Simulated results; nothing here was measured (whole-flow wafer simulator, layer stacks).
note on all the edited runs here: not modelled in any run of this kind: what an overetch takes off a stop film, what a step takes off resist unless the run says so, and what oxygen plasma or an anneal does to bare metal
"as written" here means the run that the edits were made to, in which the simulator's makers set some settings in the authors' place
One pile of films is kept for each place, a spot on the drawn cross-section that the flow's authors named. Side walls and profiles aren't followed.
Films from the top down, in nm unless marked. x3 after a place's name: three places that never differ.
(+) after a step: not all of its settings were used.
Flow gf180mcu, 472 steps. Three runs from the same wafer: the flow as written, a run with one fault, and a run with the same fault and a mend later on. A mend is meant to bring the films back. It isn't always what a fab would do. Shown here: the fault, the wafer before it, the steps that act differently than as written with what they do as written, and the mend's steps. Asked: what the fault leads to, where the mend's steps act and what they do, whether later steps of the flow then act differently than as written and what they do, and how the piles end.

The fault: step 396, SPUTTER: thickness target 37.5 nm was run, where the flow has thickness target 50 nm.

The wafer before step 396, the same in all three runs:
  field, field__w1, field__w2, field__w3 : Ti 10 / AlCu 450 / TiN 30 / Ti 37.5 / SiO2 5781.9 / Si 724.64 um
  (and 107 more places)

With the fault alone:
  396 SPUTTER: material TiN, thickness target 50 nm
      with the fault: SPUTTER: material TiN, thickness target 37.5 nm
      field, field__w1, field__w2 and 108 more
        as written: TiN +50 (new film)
        with the fault: TiN +37.5 (new film)
  Later steps of the flow that act differently than as written (1 more step differs only slightly, by at most 2% or 0.5 nm, whichever is larger, and isn't shown):
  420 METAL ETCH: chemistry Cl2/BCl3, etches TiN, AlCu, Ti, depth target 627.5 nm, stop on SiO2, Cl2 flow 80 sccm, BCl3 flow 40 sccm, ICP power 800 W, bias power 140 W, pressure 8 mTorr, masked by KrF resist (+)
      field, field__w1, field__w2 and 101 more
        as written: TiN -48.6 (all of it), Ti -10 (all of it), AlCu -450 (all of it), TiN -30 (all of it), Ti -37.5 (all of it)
        with the fault: TiN -36.1 (all of it), Ti -10 (all of it), AlCu -450 (all of it), TiN -30 (all of it), Ti -37.5 (all of it)
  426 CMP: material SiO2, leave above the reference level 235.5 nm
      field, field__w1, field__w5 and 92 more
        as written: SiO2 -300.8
        with the fault: SiO2 -313.3
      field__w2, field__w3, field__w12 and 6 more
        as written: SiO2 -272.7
        with the fault: SiO2 -285.7
  At the end the piles differ from the flow's by more than 2% or 0.5 nm, whichever is larger, at field__w4, field__w8, contact, m1, m1__w1, mim, mim_1p0, m1_nw.
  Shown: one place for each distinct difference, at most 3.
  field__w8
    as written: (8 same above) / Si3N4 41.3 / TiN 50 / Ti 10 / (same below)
    with the fault: (8 same above) / Si3N4 41.3 / TiN 37.5 / Ti 10 / (same below)
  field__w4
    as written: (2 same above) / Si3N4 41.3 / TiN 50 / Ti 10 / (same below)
    with the fault: (2 same above) / Si3N4 41.3 / TiN 37.5 / Ti 10 / (same below)
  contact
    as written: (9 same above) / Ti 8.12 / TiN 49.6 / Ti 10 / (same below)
    with the fault: (9 same above) / Ti 8.12 / TiN 37.1 / Ti 10 / (same below)

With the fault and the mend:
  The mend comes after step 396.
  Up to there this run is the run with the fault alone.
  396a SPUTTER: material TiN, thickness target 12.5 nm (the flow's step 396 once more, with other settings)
      field, field__w1, field__w2 and 108 more
        TiN +12.5
  No later step of the flow acts differently than as written at any place that is followed.
  At the end the piles are the same as the flow's at every place that both follow.
